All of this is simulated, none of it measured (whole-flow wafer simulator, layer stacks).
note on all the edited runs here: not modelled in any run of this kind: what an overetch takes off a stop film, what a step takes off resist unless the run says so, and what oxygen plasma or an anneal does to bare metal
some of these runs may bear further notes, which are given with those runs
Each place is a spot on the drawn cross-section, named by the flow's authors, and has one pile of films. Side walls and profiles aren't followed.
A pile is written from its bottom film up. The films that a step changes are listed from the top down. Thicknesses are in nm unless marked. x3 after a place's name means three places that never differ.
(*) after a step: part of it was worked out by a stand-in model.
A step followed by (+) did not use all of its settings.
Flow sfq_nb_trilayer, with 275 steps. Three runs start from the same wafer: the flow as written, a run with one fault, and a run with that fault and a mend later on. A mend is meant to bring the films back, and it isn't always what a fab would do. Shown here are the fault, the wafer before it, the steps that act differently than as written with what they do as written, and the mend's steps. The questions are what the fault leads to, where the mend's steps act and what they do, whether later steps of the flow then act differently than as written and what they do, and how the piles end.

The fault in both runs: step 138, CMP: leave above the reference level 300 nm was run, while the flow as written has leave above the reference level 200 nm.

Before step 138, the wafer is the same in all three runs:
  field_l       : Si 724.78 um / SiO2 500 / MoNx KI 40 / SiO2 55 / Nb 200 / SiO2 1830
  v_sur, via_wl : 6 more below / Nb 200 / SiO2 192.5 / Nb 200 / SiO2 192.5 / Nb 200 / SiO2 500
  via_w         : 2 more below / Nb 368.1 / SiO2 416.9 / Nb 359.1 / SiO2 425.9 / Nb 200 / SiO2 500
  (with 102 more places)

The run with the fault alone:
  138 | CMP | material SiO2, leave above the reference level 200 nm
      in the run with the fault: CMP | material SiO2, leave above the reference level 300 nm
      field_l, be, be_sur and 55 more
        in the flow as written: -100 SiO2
        in the run with the fault: nothing
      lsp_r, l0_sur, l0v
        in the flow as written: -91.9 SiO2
        in the run with the fault: nothing
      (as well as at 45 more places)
  Later steps of the flow acting differently than as written (not shown: 7 more steps that differ only slightly, by at most 2% or 0.5 nm, whichever is larger):
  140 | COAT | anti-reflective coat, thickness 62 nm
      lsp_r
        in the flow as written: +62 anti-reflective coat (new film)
        in the run with the fault: +63.6 anti-reflective coat (new film)
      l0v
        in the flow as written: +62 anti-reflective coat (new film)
        in the run with the fault: +63.5 anti-reflective coat (new film)
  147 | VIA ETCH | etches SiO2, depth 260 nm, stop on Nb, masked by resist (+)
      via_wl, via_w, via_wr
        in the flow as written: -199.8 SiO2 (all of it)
        in the run with the fault: -260 SiO2
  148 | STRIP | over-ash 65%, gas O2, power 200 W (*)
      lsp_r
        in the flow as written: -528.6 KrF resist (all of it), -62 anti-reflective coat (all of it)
        in the run with the fault: -532.1 KrF resist (all of it), -63.6 anti-reflective coat (all of it)
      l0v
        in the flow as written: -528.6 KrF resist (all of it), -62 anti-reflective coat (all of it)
        in the run with the fault: -532.3 KrF resist (all of it), -63.5 anti-reflective coat (all of it)
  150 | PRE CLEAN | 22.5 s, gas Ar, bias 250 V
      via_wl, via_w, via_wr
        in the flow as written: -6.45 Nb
        in the run with the fault: -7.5 SiO2
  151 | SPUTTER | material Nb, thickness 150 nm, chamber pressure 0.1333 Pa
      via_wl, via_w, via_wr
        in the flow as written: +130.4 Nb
        in the run with the fault: +123.3 Nb (new film)
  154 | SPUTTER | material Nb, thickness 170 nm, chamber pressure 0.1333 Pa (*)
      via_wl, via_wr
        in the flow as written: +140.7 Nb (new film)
        in the run with the fault: +103.1 Nb (new film)
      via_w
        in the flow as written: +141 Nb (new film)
        in the run with the fault: +136 Nb (new film)
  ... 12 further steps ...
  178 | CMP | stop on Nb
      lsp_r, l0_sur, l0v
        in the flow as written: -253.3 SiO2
        in the run with the fault: -244.9 SiO2
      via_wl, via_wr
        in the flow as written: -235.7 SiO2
        in the run with the fault: -227.2 SiO2
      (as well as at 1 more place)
  By the end, the piles at field_l, v_sur, via_wl and 103 more depart from the flow's by more than 2% or 0.5 nm, whichever is larger.
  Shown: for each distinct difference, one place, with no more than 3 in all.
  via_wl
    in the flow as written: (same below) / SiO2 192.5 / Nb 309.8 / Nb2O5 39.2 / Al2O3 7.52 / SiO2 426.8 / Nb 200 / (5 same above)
    in the run with the fault: (same below) / SiO2 192.5 / Nb 200 / SiO2 32.3 / Nb 123.3 / Al 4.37 / Al2O3 0.96 / Nb2O5 52.6 / SiO2 469.8 / Nb 200 / (5 same above)
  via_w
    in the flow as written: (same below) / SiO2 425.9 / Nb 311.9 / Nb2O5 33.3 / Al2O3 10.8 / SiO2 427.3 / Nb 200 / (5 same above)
    in the run with the fault: (same below) / SiO2 425.9 / Nb 200 / SiO2 32.3 / Nb 110.8 / Nb2O5 34.7 / Al2O3 10.1 / SiO2 495.5 / Nb 200 / (5 same above)
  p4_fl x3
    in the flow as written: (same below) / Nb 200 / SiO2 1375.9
    in the run with the fault: (same below) / Nb 200 / SiO2 1475.9

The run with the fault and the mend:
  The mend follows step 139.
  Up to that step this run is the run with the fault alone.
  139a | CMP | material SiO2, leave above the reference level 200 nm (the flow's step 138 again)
      field_l, v_sur, via_wl and 100 more
        -100 SiO2
      lsp_r, l0_sur, l0v
        -91.9 SiO2
  Later steps of the flow that are run all act as written at every place that is followed.
  By the end, the piles equal the flow's at every place that both follow.
